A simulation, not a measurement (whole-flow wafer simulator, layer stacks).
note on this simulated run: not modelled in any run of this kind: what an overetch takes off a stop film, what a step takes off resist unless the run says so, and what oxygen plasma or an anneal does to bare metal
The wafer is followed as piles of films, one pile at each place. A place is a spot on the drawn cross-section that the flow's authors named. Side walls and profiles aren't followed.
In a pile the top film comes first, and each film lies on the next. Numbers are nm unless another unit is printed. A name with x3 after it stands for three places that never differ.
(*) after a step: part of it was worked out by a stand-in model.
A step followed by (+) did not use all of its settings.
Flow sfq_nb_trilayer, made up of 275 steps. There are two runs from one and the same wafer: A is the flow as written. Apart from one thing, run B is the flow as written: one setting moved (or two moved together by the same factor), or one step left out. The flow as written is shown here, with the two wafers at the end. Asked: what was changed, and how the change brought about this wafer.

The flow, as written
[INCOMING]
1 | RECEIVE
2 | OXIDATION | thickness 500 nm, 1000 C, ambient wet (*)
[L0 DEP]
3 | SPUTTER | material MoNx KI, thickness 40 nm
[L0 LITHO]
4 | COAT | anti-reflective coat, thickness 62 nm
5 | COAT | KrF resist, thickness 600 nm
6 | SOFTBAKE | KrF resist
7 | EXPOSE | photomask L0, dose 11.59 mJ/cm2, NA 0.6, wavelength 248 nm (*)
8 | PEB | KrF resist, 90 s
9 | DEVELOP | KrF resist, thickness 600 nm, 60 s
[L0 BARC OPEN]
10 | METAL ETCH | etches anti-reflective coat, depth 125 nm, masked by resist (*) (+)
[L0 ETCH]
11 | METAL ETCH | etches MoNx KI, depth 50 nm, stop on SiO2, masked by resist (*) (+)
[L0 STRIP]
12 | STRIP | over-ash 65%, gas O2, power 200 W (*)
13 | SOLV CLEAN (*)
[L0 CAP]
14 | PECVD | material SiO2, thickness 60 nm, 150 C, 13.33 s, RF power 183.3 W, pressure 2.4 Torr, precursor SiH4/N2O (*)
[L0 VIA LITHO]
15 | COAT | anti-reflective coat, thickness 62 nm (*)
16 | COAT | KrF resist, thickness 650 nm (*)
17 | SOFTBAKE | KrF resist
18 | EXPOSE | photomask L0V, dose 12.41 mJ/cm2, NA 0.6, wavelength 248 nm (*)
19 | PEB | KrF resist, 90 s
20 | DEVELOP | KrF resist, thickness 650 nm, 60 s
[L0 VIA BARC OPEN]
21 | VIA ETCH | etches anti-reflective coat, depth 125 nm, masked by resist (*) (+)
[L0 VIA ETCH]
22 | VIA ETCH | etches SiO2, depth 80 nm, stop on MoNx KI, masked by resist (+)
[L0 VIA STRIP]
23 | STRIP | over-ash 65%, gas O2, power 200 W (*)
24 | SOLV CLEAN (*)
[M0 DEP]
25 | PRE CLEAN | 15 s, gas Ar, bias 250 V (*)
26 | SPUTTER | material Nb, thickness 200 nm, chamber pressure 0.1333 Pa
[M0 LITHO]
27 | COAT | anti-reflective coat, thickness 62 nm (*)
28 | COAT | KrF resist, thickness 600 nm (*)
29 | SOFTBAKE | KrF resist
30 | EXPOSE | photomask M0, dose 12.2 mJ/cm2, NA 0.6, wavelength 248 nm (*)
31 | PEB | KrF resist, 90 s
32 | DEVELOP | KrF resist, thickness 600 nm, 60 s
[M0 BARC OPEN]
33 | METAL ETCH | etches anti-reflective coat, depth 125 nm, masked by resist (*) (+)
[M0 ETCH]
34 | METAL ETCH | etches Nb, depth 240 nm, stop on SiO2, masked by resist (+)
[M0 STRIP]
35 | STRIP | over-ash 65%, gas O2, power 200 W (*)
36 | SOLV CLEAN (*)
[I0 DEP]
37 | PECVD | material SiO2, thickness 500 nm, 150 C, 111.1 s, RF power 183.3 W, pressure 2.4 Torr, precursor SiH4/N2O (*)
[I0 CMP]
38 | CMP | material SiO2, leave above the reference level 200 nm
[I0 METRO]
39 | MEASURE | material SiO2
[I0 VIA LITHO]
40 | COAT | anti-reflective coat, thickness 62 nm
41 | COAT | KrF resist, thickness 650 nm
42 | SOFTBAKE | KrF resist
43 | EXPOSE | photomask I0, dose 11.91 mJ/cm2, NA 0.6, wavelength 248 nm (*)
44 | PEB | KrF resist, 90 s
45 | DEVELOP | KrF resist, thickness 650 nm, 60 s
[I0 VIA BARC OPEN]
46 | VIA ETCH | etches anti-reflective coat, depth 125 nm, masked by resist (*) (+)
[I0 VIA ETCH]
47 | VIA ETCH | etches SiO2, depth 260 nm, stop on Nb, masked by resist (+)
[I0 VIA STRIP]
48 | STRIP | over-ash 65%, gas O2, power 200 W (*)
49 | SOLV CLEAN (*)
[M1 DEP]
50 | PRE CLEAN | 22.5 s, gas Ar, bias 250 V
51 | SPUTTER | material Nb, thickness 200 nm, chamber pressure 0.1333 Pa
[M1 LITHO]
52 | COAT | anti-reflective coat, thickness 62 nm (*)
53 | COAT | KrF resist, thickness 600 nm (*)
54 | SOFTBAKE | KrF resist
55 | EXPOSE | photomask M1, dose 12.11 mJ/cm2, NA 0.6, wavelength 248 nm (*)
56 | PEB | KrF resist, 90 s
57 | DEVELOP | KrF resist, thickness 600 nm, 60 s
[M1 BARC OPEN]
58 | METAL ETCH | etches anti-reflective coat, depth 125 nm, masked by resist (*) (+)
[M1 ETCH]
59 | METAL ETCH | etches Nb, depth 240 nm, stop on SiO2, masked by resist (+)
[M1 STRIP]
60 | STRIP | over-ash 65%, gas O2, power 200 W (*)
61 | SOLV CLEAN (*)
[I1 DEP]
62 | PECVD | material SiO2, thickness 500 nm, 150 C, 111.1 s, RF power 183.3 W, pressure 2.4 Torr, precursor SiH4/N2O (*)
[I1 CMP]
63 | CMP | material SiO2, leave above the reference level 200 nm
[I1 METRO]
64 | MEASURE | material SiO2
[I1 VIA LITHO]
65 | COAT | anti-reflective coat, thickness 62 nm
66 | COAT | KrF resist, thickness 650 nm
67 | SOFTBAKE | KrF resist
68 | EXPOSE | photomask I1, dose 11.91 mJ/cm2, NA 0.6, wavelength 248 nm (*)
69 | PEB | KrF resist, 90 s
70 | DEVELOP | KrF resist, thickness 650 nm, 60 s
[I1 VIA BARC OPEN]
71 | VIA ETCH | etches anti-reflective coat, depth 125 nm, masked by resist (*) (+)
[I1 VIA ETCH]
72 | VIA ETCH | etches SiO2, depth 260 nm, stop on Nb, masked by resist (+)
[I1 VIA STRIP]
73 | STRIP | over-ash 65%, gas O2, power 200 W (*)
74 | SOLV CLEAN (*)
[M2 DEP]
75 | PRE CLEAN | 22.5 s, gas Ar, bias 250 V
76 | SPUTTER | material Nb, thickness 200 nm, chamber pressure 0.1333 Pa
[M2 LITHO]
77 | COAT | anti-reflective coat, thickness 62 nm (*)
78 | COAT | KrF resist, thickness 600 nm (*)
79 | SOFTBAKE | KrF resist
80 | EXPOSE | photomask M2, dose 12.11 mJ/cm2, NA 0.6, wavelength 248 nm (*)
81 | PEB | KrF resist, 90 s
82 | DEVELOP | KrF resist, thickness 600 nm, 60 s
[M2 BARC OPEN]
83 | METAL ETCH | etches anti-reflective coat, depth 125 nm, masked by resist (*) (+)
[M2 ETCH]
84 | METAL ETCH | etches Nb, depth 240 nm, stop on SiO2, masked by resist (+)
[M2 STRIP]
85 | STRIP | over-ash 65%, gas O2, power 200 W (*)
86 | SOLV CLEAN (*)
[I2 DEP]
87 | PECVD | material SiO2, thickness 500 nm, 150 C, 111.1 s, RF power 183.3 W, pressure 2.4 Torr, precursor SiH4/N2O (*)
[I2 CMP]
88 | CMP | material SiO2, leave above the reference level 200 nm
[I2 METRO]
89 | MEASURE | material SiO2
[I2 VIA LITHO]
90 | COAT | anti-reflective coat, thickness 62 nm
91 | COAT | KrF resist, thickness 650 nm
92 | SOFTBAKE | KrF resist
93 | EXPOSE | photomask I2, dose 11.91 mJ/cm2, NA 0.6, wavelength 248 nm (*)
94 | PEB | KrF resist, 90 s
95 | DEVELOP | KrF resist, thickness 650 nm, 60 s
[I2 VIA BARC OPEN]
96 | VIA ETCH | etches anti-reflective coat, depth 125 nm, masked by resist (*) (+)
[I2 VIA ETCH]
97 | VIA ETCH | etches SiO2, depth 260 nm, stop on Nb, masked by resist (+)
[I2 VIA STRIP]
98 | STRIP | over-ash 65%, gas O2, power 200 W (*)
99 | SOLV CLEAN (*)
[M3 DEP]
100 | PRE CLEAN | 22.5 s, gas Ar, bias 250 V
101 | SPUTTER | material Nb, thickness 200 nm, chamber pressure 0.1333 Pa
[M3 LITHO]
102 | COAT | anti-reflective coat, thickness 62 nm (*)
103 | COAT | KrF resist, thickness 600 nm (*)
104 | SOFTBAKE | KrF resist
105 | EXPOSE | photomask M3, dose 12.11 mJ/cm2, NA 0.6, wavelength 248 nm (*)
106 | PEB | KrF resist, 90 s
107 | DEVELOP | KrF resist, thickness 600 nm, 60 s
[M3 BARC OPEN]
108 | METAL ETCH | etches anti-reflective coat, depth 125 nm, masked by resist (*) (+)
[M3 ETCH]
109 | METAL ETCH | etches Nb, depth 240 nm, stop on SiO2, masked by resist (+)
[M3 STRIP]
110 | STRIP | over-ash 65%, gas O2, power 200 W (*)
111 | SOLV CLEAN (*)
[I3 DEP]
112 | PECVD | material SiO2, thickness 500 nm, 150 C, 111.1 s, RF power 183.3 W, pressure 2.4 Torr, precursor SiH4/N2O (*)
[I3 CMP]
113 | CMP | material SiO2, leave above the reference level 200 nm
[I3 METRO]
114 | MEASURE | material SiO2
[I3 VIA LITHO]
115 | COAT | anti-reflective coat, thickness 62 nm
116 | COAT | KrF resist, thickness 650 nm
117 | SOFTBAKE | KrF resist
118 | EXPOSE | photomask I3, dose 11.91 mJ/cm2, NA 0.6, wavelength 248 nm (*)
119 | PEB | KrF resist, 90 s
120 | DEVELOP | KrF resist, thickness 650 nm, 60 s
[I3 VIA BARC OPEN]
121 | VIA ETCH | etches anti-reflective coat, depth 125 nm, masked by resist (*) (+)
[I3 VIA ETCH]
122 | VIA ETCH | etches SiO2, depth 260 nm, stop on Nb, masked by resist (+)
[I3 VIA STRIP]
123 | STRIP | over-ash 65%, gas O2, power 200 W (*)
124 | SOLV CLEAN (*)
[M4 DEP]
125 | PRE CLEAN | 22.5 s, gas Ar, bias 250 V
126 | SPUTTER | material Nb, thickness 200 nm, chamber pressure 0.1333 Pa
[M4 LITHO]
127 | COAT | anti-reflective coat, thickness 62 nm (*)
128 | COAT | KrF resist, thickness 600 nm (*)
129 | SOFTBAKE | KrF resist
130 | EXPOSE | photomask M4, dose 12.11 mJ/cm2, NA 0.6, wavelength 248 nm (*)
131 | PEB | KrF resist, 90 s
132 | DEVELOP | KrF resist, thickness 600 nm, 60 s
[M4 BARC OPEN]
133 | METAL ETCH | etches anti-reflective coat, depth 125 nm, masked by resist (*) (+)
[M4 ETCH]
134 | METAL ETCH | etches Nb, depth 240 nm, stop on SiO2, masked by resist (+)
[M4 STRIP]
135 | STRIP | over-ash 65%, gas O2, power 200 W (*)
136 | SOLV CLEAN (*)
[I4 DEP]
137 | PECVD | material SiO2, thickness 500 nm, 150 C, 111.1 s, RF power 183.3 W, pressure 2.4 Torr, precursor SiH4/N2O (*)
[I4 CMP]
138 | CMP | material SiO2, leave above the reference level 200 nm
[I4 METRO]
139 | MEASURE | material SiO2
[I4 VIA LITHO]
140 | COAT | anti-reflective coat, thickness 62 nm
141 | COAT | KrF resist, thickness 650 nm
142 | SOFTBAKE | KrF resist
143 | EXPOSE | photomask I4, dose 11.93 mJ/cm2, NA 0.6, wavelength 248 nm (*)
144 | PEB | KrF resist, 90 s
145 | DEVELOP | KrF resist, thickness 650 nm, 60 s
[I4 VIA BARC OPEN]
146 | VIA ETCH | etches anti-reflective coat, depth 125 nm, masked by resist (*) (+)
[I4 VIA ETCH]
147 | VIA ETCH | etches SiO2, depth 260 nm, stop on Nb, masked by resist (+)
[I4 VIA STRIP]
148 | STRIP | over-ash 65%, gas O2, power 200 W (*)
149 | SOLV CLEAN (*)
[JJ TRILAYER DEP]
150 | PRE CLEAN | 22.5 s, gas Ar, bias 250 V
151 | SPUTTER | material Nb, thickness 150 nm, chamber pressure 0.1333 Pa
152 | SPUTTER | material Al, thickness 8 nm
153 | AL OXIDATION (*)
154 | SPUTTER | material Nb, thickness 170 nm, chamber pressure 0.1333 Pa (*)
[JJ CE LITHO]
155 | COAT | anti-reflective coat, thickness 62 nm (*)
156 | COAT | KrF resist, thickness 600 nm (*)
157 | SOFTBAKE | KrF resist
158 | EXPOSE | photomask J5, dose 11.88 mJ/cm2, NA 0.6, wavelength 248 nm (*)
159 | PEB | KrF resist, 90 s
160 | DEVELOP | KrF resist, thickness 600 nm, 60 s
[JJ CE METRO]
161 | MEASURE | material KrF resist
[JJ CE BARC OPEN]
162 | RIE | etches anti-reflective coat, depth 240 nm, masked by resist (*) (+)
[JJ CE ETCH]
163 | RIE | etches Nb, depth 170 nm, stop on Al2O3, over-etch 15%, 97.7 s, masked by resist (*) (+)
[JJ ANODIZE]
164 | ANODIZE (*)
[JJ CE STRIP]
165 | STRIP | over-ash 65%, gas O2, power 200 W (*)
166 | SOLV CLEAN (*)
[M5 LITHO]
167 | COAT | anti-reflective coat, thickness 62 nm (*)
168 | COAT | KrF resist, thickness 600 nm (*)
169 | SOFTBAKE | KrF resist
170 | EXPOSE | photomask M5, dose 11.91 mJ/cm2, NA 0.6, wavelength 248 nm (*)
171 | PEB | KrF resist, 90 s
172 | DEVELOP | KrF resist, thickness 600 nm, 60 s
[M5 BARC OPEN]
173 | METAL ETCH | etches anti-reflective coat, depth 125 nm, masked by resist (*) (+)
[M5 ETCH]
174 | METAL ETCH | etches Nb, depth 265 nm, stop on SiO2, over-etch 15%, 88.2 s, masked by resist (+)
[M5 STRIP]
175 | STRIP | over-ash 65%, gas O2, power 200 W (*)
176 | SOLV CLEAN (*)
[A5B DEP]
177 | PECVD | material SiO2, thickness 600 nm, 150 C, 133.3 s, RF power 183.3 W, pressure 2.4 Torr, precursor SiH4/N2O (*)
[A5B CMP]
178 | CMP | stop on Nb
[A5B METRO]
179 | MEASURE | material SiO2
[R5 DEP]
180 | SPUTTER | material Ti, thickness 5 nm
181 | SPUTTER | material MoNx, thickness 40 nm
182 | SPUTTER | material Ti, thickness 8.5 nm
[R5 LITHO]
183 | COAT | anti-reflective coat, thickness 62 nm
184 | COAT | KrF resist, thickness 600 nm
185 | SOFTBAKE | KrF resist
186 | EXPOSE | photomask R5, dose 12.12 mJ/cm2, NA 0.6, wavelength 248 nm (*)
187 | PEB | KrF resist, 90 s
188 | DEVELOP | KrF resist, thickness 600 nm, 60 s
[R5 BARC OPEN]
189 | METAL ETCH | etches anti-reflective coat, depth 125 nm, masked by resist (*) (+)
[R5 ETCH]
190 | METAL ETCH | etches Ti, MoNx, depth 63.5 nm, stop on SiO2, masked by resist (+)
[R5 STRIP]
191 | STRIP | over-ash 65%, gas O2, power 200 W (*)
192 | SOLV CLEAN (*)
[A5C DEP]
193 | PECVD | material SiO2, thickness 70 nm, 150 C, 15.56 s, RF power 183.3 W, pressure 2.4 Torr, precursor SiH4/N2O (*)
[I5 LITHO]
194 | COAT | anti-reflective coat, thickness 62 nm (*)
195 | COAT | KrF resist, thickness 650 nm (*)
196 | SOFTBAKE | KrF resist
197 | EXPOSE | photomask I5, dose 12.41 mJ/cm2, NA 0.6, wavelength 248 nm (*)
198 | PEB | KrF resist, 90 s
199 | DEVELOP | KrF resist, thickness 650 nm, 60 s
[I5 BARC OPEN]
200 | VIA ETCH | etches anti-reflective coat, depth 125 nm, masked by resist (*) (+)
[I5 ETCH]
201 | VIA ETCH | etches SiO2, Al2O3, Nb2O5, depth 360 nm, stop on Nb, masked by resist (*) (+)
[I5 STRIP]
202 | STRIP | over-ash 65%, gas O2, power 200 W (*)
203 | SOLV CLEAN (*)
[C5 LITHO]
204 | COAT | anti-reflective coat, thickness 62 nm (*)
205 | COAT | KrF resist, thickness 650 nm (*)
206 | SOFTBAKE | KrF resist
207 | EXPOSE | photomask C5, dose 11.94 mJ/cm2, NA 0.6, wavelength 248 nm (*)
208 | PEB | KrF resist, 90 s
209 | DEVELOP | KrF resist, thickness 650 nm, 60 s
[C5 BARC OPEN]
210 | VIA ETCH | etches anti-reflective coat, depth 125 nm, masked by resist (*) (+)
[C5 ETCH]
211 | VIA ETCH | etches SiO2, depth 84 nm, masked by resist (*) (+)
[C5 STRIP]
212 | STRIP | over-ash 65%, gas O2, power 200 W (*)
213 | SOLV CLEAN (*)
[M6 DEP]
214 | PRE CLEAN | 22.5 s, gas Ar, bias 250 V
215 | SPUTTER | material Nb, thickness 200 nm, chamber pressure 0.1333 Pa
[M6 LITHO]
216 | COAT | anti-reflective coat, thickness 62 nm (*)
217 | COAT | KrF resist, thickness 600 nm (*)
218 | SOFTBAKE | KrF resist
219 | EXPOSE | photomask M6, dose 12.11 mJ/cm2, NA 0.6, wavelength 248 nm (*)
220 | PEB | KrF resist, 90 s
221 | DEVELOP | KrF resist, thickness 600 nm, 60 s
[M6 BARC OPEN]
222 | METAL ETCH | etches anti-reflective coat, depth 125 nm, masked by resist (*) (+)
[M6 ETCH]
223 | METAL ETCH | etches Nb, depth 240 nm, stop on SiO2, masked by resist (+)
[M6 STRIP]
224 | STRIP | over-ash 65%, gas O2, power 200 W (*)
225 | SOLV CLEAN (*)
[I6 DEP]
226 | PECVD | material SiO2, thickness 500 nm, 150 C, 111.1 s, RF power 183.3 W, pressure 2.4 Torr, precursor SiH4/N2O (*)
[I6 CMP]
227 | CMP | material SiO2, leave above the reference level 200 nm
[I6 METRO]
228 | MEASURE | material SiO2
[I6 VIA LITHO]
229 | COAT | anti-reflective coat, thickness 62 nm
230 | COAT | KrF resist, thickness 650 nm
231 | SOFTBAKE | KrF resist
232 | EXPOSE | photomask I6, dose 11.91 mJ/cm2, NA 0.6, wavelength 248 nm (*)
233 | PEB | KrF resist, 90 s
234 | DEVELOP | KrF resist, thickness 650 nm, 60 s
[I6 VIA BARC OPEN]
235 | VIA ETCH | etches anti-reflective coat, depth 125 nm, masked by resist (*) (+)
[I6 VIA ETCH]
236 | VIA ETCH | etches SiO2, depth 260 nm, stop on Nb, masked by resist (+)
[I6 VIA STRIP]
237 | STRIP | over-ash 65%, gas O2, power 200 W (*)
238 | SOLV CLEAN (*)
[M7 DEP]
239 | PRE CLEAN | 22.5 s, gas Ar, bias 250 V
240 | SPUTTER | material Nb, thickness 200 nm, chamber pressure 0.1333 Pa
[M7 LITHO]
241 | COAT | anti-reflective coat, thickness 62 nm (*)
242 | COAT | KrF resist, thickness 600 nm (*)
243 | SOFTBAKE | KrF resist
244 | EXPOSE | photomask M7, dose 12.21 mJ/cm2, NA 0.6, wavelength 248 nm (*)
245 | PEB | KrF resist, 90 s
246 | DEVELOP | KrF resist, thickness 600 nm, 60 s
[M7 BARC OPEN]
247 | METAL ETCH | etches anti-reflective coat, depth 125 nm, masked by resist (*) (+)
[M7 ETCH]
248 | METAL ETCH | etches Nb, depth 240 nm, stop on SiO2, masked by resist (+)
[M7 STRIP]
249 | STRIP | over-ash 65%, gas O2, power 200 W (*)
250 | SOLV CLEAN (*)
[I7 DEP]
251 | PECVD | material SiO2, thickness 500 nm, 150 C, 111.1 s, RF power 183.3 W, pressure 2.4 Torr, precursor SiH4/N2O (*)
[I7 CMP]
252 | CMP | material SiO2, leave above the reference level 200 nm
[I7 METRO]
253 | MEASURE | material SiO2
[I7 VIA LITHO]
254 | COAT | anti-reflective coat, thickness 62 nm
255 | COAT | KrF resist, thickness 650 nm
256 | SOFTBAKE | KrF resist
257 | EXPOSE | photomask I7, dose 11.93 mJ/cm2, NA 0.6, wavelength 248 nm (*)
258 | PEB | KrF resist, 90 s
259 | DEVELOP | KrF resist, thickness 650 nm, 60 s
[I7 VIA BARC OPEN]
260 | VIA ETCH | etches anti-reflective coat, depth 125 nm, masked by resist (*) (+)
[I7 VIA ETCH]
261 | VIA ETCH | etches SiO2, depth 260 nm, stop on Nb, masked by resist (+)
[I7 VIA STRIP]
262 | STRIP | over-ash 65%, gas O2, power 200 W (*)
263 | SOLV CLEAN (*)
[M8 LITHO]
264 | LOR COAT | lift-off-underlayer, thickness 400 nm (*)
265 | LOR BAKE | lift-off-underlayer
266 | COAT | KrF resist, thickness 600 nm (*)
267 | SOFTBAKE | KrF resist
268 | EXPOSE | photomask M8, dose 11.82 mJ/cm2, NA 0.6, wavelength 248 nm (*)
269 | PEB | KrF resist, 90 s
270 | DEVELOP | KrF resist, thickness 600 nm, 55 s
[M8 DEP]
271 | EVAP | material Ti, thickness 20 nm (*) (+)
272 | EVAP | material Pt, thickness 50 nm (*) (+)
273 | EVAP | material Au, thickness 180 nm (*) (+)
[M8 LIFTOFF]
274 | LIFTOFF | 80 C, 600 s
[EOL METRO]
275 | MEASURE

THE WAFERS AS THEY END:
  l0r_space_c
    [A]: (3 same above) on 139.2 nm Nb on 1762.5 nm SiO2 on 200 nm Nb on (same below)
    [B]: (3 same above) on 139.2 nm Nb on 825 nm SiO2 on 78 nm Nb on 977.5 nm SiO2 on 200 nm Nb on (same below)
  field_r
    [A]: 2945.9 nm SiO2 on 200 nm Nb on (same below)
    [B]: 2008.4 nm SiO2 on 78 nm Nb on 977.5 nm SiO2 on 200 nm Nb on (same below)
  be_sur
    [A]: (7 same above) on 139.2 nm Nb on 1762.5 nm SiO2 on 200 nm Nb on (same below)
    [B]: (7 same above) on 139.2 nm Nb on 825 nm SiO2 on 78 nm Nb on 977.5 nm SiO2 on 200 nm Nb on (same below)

What caused this: step 101, SPUTTER: thickness 318 nm was run, whereas the flow has thickness 200 nm.

The path from the change to this, step by step:
  101 | SPUTTER | material Nb, thickness 200 nm, chamber pressure 0.1333 Pa
      field_l, v_sur, via_wl and 102 more: A Nb gains 200 (new film) | B Nb gains 318 (new film)
      via_w: A Nb gains 165.5 | B Nb gains 265.1
  102 | COAT | anti-reflective coat, thickness 62 nm (*)
      via_w: A anti-reflective coat gains 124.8 (new film) | B anti-reflective coat gains 128 (new film)
  109 | METAL ETCH | etches Nb, depth 240 nm, stop on SiO2, masked by resist (+)
      field_l, be, be_sur and 72 more: A Nb loses 200 (all of it) | B Nb loses 240
  110 | STRIP | over-ash 65%, gas O2, power 200 W (*)
      via_w: A KrF resist loses 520 (all of it), anti-reflective coat loses 124.8 (all of it) | B KrF resist loses 532.7 (all of it), anti-reflective coat loses 128 (all of it)
  112 | PECVD | material SiO2, thickness 500 nm, 150 C, 111.1 s, RF power 183.3 W, pressure 2.4 Torr, precursor SiH4/N2O (*)
      field_l, be, be_sur and 64 more: A SiO2 gains 500 | B SiO2 gains 500 (new film)
      p4_g1, p4_g2, p3_s0, p3_s1, p3_s2, p3_s3, p3_s4, p3_s5: A SiO2 gains 557.1 | B SiO2 gains 597.1 (new film)
  113 | CMP | material SiO2, leave above the reference level 200 nm
      field_l, be, be_sur and 64 more: A SiO2 loses 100 | B SiO2 loses 60
      via_w: A SiO2 loses 181.6 | B SiO2 loses 157.1
With metal films that touch counted as one body, l0r_space_c has 3 bodies (between them, from the top down: SiO2 825; SiO2 977.5); the flow as written gives 2 bodies (between them, from the top down: SiO2 1762.5).
With metal films that touch counted as one body, field_r has 2 bodies (between them, from the top down: SiO2 977.5); the flow as written gives 1 body.
With metal films that touch counted as one body, be_sur has 5 bodies (between them, from the top down: SiO2 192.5; SiO2 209 / Al2O3 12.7 / Nb2O5 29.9; SiO2 825; SiO2 977.5); the flow as written gives 4 bodies (between them, from the top down: SiO2 192.5; SiO2 209 / Al2O3 12.7 / Nb2O5 29.9; SiO2 1762.5).
